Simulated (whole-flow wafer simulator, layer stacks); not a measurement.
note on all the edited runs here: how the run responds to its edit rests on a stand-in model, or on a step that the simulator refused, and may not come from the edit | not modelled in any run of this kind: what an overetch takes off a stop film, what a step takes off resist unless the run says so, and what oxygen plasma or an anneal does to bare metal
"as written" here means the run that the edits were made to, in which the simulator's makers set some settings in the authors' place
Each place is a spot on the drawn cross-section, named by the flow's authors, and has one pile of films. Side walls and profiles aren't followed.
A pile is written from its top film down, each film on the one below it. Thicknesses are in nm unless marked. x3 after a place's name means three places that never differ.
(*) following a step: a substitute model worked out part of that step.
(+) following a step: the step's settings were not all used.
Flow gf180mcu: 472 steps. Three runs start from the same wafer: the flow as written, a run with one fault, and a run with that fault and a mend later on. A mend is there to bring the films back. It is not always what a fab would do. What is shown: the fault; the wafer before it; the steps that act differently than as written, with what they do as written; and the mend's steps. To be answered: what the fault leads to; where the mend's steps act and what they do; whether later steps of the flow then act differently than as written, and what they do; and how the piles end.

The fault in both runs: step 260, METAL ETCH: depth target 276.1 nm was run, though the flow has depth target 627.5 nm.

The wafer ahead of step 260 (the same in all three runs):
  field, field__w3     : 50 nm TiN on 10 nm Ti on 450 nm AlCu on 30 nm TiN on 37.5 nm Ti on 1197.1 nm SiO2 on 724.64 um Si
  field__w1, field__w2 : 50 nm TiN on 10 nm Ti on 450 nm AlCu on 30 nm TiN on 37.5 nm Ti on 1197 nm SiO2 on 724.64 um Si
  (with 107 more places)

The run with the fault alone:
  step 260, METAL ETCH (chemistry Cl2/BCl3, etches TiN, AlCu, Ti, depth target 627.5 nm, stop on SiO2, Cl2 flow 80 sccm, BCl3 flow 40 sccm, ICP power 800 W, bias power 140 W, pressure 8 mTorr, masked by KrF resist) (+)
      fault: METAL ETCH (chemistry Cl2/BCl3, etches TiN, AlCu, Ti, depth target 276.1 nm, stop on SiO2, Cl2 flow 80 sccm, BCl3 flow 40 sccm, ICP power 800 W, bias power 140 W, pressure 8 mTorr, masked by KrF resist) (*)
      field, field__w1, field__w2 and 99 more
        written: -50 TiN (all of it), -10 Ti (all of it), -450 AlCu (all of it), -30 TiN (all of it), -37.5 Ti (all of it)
        fault: -50 TiN (all of it), -10 Ti (all of it), -216.1 AlCu
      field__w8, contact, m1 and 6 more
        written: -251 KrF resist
        fault: -110.4 KrF resist
  Steps further on in the flow that do not act as written:
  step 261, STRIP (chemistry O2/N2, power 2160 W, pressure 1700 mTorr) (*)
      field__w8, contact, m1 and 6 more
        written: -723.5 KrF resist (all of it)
        fault: -864.1 KrF resist (all of it)
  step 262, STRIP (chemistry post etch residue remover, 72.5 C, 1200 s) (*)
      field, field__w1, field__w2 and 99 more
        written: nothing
        fault: -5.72 AlCu
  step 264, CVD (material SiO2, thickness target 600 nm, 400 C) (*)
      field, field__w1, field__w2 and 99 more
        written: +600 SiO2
        fault: +600 SiO2 (new film)
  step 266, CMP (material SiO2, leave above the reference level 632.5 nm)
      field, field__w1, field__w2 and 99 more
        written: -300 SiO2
        fault: -595.7 SiO2
  By the end, the piles at field, field__w1, field__w2 and 100 more depart from the flow's by more than 2% or 0.5 nm, whichever is larger.
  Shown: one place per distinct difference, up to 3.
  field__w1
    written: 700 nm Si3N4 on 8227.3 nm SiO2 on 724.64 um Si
    fault: 700 nm Si3N4 on 6734.6 nm SiO2 on 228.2 nm AlCu on 30 nm TiN on 37.5 nm Ti on 1197 nm SiO2 on 724.64 um Si
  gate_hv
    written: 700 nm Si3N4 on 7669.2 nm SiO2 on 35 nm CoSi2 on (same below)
    fault: 700 nm Si3N4 on 6734.6 nm SiO2 on 228.2 nm AlCu on 30 nm TiN on 37.5 nm Ti on 638.9 nm SiO2 on 35 nm CoSi2 on (same below)
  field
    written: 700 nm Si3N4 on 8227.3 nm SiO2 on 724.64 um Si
    fault: 700 nm Si3N4 on 6734.6 nm SiO2 on 228.2 nm AlCu on 30 nm TiN on 37.5 nm Ti on 1197.1 nm SiO2 on 724.64 um Si

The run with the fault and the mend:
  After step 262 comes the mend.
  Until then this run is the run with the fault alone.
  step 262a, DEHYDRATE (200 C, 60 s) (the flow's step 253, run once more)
      leaves every film unchanged at each place that is followed
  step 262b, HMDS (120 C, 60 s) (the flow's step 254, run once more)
      leaves every film unchanged at each place that is followed
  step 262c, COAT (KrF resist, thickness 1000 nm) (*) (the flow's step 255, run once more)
      iso_ptap_pw, iso_ntap_nw, iso_nw_fld and 33 more
        +1000 KrF resist (new film)
      field__w5, field__w9, field_sub__w4 and 18 more
        +1001.8 KrF resist (new film)
      field__w6, field_sub, field_sub__w1 and 11 more
        +1001.9 KrF resist (new film)
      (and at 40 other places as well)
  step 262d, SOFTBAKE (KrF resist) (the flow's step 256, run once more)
      leaves every film unchanged at each place that is followed
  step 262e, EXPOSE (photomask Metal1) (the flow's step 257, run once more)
      leaves every film unchanged at each place that is followed
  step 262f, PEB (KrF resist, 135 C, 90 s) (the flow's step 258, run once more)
      field__w1, field__w2, field__w3 and 57 more
        -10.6 KrF resist
      iso_ptap_pw, iso_ntap_nw, iso_nw_fld and 33 more
        -10.5 KrF resist
      field__w8, m1, polyc_n_rim
        -7.12 KrF resist
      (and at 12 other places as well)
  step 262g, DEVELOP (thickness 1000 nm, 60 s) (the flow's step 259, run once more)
      iso_ptap_pw, iso_ntap_nw, iso_nw_fld and 33 more
        -989.5 KrF resist (all of it)
      field_sub__w2, field_sub__w4, ld_gate_n and 12 more
        -991.2 KrF resist (all of it)
      field__w10, p_well, sti and 10 more
        -991.4 KrF resist (all of it)
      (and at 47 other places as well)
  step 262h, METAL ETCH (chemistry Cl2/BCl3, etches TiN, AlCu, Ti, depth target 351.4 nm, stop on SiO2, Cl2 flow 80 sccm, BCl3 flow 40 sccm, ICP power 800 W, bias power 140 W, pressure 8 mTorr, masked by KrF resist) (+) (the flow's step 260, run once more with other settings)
      field, field__w1, field__w2 and 99 more
        -228.2 AlCu (all of it), -30 TiN (all of it), -37.5 Ti (all of it)
      field__w8, contact, m1 and 6 more
        -140.6 KrF resist
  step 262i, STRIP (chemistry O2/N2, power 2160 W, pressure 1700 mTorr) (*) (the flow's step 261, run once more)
      field__w8
        -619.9 KrF resist (all of it)
      contact
        -618.4 KrF resist (all of it)
      m1
        -619.8 KrF resist (all of it)
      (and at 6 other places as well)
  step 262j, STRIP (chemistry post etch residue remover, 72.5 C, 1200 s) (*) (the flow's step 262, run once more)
      field__w8, contact, m1 and 6 more
        -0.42 TiN
  Later steps of the flow that are run all act as written at every place that is followed, up to a difference of at most 2% or 0.5 nm, whichever is larger.
  When the end is reached, the piles differ only a little from the flow's at the places that both follow, at most by 2% or 0.5 nm, whichever is larger.
